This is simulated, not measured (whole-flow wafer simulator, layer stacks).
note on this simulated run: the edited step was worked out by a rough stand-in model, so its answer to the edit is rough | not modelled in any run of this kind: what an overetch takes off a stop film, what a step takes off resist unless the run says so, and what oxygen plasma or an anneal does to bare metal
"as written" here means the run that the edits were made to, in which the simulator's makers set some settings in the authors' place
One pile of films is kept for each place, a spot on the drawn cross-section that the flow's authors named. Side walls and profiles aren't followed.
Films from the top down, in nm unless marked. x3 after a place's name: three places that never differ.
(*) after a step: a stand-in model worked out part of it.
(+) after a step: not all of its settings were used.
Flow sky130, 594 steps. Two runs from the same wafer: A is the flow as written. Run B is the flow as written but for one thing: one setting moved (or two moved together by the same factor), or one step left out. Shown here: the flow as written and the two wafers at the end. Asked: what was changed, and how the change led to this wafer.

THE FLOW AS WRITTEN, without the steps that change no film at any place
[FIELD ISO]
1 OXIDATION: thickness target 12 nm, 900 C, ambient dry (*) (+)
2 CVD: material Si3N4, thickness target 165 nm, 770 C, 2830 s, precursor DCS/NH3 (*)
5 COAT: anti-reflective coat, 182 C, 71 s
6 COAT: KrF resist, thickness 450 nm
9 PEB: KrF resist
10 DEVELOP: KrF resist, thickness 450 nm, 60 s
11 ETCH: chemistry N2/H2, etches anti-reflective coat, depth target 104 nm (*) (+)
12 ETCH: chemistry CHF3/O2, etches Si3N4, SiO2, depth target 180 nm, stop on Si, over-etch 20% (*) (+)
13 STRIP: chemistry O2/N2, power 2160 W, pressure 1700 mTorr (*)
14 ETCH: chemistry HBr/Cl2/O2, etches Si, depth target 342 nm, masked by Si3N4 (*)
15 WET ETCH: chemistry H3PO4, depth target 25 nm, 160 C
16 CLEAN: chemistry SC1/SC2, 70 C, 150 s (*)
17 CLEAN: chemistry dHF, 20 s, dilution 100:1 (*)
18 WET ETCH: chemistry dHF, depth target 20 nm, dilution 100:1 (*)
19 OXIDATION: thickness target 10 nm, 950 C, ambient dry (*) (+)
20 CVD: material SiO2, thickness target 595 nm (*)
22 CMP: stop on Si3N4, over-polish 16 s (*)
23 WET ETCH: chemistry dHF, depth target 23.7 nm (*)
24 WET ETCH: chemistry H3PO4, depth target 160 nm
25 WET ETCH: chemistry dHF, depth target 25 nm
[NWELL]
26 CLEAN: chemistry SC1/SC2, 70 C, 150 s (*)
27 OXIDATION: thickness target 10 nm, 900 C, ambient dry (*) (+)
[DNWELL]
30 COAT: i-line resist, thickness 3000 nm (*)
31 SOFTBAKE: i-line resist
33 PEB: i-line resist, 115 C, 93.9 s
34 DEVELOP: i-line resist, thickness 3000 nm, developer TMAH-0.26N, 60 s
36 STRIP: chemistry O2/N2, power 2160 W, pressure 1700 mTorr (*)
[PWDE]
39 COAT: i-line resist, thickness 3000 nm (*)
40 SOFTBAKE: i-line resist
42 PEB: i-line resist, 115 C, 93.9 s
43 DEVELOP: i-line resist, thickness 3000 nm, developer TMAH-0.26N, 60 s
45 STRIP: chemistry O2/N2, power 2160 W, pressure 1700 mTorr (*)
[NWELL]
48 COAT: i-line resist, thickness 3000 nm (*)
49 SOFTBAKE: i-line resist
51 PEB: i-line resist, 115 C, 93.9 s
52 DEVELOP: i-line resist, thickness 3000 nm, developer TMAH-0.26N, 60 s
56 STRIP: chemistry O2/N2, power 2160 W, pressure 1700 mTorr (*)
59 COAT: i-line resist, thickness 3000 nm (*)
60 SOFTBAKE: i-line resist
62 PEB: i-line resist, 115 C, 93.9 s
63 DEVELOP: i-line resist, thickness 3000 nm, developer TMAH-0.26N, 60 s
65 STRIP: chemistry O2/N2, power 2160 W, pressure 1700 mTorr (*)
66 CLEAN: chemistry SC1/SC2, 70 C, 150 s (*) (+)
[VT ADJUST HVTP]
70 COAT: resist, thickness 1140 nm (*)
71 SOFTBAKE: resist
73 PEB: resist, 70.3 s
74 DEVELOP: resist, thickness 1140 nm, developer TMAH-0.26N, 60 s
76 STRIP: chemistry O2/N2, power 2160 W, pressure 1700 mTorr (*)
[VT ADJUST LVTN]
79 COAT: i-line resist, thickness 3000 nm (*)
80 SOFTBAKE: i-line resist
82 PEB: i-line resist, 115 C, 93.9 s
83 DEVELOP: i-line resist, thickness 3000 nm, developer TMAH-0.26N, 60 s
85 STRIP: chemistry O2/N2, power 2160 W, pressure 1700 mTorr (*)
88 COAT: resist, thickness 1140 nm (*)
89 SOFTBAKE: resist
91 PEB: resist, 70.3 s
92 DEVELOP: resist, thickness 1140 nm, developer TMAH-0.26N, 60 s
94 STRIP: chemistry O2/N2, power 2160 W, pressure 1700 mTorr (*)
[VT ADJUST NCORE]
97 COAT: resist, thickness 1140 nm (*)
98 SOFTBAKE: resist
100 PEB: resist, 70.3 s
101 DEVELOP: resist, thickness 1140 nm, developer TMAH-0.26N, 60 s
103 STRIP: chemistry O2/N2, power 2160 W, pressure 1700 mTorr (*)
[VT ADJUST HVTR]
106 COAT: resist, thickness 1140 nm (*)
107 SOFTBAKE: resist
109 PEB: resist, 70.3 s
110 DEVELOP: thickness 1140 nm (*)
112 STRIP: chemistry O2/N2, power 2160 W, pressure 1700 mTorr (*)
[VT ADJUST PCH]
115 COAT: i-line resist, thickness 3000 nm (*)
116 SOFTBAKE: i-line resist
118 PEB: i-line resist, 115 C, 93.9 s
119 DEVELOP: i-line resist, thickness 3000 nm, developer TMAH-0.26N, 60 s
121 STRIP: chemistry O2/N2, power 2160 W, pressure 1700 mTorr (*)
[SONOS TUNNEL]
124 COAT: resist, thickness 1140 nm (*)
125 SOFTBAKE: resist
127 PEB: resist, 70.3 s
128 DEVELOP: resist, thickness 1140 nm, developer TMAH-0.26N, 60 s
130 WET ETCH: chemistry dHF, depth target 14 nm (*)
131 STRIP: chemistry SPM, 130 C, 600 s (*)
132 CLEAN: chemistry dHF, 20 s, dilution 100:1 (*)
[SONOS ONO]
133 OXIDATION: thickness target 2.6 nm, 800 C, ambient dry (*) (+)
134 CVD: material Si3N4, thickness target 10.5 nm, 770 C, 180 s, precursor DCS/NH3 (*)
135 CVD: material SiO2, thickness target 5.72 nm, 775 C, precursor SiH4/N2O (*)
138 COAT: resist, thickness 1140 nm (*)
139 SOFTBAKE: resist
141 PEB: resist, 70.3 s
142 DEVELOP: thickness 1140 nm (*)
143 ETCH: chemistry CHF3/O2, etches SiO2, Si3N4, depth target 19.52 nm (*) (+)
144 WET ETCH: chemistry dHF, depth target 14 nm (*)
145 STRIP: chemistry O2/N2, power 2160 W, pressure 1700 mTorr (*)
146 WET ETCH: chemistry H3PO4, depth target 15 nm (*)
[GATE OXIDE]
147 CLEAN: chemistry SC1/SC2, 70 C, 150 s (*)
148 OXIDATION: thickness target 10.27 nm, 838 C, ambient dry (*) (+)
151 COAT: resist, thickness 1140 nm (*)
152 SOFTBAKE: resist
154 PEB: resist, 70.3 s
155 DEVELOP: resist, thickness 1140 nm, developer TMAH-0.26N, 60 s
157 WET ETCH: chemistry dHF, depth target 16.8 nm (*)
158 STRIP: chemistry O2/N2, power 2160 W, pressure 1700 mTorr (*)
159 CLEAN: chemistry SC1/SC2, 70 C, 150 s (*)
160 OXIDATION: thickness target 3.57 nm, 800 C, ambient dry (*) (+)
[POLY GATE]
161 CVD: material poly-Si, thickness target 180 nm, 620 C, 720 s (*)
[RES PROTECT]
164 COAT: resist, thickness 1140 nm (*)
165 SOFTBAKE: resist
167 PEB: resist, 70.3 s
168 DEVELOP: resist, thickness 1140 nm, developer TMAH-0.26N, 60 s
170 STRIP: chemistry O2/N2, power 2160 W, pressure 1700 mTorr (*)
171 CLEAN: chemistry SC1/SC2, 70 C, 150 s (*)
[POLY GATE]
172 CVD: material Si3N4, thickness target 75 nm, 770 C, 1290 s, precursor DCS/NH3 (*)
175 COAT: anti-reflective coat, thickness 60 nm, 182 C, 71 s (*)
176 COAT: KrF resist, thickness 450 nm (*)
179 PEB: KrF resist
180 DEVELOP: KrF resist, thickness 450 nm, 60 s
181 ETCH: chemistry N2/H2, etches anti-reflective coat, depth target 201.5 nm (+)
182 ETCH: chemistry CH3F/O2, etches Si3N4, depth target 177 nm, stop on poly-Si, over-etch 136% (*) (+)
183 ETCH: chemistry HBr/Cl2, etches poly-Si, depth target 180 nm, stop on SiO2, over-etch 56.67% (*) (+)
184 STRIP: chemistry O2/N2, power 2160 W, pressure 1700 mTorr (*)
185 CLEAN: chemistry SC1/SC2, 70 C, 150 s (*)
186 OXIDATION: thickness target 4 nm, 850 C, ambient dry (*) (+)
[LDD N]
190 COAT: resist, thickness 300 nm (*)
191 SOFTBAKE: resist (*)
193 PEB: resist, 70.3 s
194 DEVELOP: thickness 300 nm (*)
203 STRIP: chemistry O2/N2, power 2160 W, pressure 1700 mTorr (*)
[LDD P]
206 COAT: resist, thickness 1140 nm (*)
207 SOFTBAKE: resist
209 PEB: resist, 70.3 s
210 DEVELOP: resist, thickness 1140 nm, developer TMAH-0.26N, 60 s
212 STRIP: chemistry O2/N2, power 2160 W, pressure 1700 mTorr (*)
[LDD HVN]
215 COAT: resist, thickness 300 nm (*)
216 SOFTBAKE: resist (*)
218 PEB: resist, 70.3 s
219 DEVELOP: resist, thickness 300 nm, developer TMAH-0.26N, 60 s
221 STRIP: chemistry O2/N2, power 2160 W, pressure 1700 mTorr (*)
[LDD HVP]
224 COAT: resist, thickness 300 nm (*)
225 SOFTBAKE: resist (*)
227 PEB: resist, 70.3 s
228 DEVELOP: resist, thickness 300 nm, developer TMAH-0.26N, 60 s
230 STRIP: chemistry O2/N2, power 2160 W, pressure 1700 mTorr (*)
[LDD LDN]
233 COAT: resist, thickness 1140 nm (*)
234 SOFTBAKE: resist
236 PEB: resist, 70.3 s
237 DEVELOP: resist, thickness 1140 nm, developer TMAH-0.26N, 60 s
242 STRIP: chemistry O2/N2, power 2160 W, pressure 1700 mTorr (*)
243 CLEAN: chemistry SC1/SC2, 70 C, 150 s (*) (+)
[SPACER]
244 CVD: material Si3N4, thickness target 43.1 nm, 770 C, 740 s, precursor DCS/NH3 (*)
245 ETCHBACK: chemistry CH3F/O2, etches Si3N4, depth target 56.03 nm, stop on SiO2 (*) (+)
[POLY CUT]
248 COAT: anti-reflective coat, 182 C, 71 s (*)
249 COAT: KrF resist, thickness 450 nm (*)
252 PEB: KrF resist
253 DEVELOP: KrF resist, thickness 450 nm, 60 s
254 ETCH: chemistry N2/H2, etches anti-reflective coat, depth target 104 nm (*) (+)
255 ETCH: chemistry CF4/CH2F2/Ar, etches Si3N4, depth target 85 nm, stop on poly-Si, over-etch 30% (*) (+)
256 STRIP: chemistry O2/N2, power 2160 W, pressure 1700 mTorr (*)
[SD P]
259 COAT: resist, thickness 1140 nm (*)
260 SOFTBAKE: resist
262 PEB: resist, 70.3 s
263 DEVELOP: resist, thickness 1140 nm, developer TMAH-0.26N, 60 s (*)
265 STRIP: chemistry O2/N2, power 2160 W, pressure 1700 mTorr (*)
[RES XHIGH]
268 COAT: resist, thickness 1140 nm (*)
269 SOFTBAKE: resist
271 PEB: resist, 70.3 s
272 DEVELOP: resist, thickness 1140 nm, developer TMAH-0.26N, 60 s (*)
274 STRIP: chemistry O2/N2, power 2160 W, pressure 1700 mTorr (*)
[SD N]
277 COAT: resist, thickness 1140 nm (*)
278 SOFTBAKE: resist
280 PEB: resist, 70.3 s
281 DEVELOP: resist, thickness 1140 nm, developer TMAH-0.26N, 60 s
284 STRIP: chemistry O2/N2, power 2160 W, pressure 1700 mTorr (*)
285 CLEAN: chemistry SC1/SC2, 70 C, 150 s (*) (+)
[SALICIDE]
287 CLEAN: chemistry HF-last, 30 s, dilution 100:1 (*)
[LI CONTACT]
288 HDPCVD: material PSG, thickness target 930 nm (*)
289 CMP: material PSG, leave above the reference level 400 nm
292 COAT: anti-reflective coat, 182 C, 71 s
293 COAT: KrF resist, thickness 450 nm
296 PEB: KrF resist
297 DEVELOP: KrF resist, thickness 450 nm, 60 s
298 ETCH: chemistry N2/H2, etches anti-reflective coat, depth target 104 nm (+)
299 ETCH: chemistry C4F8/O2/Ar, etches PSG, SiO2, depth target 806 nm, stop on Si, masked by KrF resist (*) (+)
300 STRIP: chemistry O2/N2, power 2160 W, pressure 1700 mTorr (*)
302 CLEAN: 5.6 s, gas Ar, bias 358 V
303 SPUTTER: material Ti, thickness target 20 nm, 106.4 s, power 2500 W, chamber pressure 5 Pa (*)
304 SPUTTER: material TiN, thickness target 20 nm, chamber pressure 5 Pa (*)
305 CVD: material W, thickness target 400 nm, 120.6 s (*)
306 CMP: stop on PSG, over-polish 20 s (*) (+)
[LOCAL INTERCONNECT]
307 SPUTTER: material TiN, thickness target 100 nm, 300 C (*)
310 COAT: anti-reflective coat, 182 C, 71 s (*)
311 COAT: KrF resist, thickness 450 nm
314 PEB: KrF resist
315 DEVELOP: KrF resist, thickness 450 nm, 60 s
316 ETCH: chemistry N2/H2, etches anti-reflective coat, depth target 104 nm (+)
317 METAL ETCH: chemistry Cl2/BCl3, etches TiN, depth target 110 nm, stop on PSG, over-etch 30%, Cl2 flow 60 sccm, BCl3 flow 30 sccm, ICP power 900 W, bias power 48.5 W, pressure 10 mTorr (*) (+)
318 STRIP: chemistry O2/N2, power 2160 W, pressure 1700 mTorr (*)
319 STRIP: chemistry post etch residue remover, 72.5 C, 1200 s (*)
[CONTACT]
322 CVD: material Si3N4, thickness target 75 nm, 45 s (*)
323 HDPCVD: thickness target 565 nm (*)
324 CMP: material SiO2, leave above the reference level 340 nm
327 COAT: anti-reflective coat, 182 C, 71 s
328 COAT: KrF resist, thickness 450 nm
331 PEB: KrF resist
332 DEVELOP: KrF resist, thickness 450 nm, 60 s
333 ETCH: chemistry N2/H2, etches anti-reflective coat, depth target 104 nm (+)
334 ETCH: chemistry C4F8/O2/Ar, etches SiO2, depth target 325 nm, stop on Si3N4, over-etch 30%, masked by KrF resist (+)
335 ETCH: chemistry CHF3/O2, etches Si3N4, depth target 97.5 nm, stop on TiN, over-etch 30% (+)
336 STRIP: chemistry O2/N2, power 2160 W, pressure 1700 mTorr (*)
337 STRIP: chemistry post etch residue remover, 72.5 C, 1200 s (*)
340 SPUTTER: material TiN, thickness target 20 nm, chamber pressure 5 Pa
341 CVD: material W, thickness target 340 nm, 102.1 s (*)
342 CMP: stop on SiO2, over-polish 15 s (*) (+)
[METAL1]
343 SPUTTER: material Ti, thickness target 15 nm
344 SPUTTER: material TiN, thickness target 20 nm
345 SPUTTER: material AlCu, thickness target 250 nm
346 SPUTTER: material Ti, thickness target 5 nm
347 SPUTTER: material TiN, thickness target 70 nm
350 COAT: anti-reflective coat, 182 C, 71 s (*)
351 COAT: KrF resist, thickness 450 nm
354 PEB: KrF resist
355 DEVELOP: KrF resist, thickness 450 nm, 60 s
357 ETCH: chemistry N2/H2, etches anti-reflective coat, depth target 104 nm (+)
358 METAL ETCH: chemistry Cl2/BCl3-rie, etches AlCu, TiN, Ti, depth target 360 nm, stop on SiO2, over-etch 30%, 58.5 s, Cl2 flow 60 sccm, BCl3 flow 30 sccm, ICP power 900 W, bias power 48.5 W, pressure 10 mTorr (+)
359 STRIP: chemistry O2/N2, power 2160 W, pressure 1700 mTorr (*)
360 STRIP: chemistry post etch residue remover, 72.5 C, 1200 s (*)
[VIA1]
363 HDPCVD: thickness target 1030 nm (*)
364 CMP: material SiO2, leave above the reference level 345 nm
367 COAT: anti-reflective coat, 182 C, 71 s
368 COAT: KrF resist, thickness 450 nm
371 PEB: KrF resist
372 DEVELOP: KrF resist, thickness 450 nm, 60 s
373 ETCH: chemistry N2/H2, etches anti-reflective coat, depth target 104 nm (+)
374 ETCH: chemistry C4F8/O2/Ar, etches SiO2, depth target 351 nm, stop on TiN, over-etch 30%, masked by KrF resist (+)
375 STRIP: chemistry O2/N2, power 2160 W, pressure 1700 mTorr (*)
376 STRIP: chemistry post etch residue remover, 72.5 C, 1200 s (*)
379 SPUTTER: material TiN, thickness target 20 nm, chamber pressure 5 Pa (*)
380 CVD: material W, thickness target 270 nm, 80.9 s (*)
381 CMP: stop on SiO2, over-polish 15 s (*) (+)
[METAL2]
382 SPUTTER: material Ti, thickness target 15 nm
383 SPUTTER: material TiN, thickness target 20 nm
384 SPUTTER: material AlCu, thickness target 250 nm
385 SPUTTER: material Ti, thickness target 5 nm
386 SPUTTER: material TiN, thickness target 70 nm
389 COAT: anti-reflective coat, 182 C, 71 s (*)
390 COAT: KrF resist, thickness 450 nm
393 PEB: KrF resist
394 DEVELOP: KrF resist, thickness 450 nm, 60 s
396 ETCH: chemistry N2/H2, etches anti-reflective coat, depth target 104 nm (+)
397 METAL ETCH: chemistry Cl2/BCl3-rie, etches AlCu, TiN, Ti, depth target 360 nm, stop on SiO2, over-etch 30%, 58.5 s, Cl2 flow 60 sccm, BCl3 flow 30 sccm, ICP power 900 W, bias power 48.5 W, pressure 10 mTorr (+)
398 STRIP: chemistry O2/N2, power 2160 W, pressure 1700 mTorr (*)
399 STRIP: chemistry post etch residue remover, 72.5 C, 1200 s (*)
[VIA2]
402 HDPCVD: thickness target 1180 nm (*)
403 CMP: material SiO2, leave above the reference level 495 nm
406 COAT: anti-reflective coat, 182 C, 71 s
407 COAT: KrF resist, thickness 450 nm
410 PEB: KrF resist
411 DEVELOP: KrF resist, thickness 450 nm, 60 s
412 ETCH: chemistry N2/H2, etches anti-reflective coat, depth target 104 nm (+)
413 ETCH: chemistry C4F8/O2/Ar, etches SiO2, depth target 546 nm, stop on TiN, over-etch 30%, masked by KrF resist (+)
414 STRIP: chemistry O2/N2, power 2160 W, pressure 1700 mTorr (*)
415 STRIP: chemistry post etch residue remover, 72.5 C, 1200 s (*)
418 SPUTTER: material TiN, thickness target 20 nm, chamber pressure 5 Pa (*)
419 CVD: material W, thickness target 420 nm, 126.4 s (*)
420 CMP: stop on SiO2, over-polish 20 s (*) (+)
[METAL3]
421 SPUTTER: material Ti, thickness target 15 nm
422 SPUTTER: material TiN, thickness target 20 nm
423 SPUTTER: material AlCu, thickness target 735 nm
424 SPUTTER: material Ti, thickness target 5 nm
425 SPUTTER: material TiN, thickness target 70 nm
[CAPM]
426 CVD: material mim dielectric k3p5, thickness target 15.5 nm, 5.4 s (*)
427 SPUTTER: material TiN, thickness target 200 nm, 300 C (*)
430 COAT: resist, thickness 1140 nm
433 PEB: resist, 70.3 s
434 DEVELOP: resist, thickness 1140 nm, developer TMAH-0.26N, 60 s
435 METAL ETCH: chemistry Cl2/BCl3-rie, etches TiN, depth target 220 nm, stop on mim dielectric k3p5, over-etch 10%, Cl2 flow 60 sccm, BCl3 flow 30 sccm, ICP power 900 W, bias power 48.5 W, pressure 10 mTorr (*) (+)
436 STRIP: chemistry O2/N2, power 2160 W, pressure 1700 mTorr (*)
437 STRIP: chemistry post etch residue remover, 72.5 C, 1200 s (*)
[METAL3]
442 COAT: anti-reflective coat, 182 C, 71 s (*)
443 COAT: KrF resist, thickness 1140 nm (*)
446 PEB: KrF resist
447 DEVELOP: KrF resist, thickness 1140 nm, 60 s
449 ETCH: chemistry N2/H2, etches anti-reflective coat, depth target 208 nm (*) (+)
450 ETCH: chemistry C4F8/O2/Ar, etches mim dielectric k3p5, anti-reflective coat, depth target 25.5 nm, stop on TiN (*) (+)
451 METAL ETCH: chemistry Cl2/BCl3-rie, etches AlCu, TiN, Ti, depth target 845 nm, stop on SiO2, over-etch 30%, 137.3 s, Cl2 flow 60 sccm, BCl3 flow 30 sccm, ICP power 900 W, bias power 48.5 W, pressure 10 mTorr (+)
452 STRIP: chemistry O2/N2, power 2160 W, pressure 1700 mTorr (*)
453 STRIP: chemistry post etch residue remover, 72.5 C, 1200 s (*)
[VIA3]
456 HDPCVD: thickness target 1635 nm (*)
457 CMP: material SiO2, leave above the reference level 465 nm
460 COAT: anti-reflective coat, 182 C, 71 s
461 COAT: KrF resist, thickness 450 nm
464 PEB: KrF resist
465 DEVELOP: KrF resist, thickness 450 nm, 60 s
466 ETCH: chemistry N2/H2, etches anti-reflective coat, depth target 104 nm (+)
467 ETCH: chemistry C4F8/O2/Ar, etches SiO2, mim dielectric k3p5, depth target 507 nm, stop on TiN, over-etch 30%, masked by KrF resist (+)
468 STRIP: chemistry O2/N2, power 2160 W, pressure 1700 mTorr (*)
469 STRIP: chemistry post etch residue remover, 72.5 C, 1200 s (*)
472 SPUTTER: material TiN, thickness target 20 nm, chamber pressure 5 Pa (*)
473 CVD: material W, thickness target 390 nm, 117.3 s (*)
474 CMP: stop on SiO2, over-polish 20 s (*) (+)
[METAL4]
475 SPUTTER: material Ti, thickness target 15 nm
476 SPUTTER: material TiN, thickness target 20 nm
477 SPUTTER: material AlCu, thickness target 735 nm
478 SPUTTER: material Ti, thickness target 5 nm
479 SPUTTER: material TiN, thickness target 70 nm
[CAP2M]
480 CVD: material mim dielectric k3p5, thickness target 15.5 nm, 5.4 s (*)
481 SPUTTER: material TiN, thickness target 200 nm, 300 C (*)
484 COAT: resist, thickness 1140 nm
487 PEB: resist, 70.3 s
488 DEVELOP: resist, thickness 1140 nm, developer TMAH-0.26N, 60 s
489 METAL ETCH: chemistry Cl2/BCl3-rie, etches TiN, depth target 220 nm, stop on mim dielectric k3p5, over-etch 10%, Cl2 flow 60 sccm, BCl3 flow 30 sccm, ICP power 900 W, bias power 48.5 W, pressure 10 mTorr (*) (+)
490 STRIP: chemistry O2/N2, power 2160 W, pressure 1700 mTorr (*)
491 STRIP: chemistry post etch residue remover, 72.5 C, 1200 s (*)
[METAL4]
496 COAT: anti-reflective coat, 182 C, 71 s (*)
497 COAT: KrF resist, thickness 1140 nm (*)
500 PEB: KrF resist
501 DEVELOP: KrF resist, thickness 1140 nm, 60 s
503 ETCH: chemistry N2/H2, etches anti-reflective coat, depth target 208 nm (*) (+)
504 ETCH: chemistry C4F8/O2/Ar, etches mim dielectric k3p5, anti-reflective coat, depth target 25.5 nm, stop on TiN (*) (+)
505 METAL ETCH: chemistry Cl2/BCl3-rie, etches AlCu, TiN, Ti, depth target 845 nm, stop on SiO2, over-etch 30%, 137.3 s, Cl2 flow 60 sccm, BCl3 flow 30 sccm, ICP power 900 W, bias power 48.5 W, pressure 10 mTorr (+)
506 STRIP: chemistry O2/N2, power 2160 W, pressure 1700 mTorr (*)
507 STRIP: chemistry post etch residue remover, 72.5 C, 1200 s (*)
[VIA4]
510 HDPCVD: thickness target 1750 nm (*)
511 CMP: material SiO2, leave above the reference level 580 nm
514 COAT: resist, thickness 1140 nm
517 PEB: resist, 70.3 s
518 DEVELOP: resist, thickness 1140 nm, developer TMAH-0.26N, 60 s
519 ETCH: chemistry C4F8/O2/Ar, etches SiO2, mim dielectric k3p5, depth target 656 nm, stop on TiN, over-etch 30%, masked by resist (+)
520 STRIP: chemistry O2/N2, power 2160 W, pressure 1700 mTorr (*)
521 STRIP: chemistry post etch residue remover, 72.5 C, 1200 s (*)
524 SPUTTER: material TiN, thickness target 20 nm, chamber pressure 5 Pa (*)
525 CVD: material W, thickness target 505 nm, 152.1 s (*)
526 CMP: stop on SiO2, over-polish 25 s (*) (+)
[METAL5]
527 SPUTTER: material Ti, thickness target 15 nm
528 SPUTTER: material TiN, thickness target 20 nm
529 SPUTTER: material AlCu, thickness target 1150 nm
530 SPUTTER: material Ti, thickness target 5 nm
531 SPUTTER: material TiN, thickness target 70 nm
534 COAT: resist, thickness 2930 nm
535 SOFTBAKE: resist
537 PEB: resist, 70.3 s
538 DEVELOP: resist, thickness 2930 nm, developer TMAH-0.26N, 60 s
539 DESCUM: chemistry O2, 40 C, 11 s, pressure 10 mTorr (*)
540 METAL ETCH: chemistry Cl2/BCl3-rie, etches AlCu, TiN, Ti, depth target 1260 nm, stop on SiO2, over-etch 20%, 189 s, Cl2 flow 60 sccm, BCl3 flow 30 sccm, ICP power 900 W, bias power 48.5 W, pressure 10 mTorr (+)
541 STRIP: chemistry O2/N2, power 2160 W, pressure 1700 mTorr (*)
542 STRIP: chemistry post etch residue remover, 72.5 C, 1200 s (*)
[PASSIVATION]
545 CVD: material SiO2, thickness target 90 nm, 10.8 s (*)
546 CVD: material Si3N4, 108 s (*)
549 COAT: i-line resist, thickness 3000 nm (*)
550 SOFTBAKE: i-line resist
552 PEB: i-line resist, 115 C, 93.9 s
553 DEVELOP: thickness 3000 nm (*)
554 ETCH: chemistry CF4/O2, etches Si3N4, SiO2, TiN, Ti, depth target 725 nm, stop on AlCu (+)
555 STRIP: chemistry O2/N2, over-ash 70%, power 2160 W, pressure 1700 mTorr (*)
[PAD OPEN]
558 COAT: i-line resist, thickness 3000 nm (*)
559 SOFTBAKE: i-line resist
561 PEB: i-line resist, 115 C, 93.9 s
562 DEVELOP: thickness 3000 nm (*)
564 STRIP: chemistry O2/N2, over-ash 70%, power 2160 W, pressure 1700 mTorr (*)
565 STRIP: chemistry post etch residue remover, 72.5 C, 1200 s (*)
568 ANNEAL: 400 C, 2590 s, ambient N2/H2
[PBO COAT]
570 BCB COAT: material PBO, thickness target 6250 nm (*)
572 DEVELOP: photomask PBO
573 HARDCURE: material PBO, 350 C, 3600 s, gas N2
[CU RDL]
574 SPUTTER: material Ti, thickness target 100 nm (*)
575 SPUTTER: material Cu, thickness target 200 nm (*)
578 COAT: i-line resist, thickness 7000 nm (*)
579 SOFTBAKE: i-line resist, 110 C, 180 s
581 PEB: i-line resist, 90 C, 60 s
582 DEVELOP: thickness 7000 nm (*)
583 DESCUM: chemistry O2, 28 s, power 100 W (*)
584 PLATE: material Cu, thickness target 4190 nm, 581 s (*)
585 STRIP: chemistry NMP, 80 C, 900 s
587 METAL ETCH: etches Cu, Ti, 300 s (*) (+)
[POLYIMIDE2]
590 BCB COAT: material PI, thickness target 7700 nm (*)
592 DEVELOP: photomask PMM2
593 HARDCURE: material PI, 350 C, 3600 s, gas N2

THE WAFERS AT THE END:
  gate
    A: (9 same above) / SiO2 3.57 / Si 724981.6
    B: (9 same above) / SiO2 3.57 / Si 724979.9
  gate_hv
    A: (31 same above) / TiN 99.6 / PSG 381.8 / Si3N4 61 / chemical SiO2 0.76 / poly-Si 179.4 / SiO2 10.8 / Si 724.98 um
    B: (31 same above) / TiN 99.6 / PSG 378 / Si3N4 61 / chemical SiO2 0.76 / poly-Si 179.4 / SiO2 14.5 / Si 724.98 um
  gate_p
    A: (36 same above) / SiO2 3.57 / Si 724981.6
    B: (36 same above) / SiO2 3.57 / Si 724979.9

The cause: step 148, OXIDATION: thickness target 14.12 nm was run, where the flow has thickness target 10.27 nm.

How the change led to this, step by step:
  148 OXIDATION: thickness target 10.27 nm, 838 C, ambient dry (*) (+)
      active, n_well, p_well and 98 more: A SiO2 +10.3 (new film), chemical SiO2 -0.76 (all of it), Si -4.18 | B SiO2 +14.1 (new film), chemical SiO2 -0.76 (all of it), Si -5.88
      mim, vpp_sp, vpp_ln and 61 more: A SiO2 +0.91, Si -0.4 | B SiO2 +1.52, Si -0.67
      (and at 23 more places)
  152 SOFTBAKE: resist
      nw_fld: A resist -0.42 | B resist +1.17
      field: A resist -0.67 | B resist -0.04
      (and at 2 more places)
  157 WET ETCH: chemistry dHF, depth target 16.8 nm (*)
      active, n_well, p_well and 58 more: A SiO2 -10.3 (all of it) | B SiO2 -14.1 (all of it)
  175 COAT: anti-reflective coat, thickness 60 nm, 182 C, 71 s (*)
      active: A anti-reflective coat +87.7 (new film) | B anti-reflective coat +89.6 (new film)
      m1: A anti-reflective coat +74.7 (new film) | B anti-reflective coat +73 (new film)
      (and at 9 more places)
  181 ETCH: chemistry N2/H2, etches anti-reflective coat, depth target 201.5 nm (+)
      active: A anti-reflective coat -87.7 (all of it), Si3N4 -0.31 | B anti-reflective coat -89.6 (all of it), Si3N4 -0.26
      nwell_res: A anti-reflective coat -74 (all of it), Si3N4 -0.49 | B anti-reflective coat -75.7 (all of it), Si3N4 -0.44
      (and at 6 more places)
  184 STRIP: chemistry O2/N2, power 2160 W, pressure 1700 mTorr (*)
      m1: A KrF resist -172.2 (all of it), anti-reflective coat -74.7 (all of it) | B KrF resist -172.7 (all of it), anti-reflective coat -73 (all of it)
      wcut_fox_pw: A KrF resist -171.3 (all of it), anti-reflective coat -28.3 (all of it) | B KrF resist -171.9 (all of it), anti-reflective coat -28.9 (all of it)
      (and at 1 more place)
  190 COAT: resist, thickness 300 nm (*)
      n_well: A resist +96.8 (new film) | B resist +98.8 (new film)
  203 STRIP: chemistry O2/N2, power 2160 W, pressure 1700 mTorr (*)
      n_well: A resist -95.8 (all of it) | B resist -97.8 (all of it)
      pad: A resist -86.4 (all of it) | B resist -84.6 (all of it)
  215 COAT: resist, thickness 300 nm (*)
      n_well: A resist +96.8 (new film) | B resist +98.8 (new film)
  221 STRIP: chemistry O2/N2, power 2160 W, pressure 1700 mTorr (*)
      n_well: A resist -95.8 (all of it) | B resist -97.8 (all of it)
      pad: A resist -86.4 (all of it) | B resist -84.6 (all of it)
  224 COAT: resist, thickness 300 nm (*)
      n_well: A resist +96.8 (new film) | B resist +98.8 (new film)
  230 STRIP: chemistry O2/N2, power 2160 W, pressure 1700 mTorr (*)
      n_well: A resist -95.8 (all of it) | B resist -97.8 (all of it)
      pad: A resist -86.4 (all of it) | B resist -84.6 (all of it)
  248 COAT: anti-reflective coat, 182 C, 71 s (*)
      m1: A anti-reflective coat +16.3 (new film) | B anti-reflective coat +15.4 (new film)
      pplus_nw: A anti-reflective coat +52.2 (new film) | B anti-reflective coat +53.8 (new film)
      (and at 14 more places)
  256 STRIP: chemistry O2/N2, power 2160 W, pressure 1700 mTorr (*)
      m1: A KrF resist -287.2 (all of it), anti-reflective coat -16.3 (all of it) | B KrF resist -285.9 (all of it), anti-reflective coat -15.4 (all of it)
      pplus_nw: A KrF resist -444.5 (all of it), anti-reflective coat -52.2 (all of it) | B KrF resist -444.6 (all of it), anti-reflective coat -53.8 (all of it)
      (and at 14 more places)
  306 CMP: stop on PSG, over-polish 20 s (*) (+)
      poly_licon: A W -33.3 | B W -35.4
